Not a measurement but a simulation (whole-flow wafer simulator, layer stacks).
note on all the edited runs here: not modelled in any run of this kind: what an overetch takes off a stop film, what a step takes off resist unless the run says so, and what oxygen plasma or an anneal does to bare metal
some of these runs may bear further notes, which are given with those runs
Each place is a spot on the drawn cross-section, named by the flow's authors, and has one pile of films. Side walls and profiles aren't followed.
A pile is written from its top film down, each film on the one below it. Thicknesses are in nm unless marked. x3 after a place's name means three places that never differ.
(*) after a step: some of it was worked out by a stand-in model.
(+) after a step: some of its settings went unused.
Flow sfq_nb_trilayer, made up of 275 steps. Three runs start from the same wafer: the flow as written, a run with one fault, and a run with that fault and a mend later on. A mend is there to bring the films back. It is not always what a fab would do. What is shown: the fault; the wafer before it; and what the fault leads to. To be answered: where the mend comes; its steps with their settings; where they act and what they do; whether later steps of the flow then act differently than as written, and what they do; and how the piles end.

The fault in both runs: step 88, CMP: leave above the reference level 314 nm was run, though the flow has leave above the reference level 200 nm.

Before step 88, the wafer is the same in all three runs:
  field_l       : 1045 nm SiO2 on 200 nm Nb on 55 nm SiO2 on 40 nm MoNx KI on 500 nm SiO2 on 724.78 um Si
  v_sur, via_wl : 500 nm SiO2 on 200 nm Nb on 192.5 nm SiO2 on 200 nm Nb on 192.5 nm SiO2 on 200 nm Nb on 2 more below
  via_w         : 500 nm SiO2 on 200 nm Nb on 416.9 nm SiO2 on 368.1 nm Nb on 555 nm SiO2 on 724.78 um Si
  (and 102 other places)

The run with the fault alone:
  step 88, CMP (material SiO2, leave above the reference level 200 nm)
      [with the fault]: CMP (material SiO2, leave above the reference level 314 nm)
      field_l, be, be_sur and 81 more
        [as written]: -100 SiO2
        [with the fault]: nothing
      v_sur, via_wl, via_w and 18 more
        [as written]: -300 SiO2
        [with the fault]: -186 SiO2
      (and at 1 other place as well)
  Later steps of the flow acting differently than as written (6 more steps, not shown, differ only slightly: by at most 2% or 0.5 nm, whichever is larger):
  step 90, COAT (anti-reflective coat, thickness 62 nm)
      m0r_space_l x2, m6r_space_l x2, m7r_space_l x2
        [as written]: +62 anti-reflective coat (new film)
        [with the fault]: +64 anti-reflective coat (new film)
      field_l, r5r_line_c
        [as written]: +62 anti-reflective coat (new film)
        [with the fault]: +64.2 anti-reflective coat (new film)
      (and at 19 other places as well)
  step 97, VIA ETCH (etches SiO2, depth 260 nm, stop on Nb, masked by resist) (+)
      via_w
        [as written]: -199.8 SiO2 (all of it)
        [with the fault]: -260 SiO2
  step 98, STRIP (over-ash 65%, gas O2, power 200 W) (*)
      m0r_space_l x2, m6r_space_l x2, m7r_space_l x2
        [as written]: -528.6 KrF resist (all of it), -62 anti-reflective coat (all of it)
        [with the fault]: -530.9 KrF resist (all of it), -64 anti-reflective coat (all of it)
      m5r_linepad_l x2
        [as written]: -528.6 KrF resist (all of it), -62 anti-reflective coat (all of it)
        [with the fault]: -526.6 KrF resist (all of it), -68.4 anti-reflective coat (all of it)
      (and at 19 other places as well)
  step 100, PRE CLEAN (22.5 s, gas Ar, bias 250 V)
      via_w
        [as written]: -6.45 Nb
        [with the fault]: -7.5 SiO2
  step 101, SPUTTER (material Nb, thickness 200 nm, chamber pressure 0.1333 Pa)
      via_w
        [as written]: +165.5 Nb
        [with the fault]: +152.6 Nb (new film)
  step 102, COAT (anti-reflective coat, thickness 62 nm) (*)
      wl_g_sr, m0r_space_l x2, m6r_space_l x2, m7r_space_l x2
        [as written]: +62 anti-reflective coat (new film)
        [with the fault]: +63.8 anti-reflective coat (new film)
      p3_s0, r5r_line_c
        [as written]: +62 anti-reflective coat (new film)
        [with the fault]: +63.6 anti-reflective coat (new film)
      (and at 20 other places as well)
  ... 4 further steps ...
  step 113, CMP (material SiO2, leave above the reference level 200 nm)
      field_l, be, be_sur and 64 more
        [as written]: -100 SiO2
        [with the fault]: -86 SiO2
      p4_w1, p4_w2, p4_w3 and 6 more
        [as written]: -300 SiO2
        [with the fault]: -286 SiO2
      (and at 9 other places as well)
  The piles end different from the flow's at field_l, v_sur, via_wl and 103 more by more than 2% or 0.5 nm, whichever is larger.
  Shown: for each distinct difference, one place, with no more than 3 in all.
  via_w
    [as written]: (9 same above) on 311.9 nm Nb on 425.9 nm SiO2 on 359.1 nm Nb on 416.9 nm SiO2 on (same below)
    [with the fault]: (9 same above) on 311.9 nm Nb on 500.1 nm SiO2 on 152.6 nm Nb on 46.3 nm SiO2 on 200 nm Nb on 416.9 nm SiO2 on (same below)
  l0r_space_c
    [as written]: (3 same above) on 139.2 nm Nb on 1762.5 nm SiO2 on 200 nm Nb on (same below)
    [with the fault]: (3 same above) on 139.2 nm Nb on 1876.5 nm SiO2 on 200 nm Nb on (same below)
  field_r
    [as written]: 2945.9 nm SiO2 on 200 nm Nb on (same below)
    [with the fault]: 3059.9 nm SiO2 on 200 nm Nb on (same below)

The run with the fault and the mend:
  The mend follows step 89.
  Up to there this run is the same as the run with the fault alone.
  step 89a, CMP (material SiO2, leave above the reference level 200 nm) (the flow's step 88 again)
      field_l, be, be_sur and 81 more
        -100 SiO2
      v_sur, via_wl, via_w and 19 more
        -114 SiO2
  Later steps of the flow that are run all act as written at every place that is followed.
  The piles end the same as the flow's at every place that both follow.
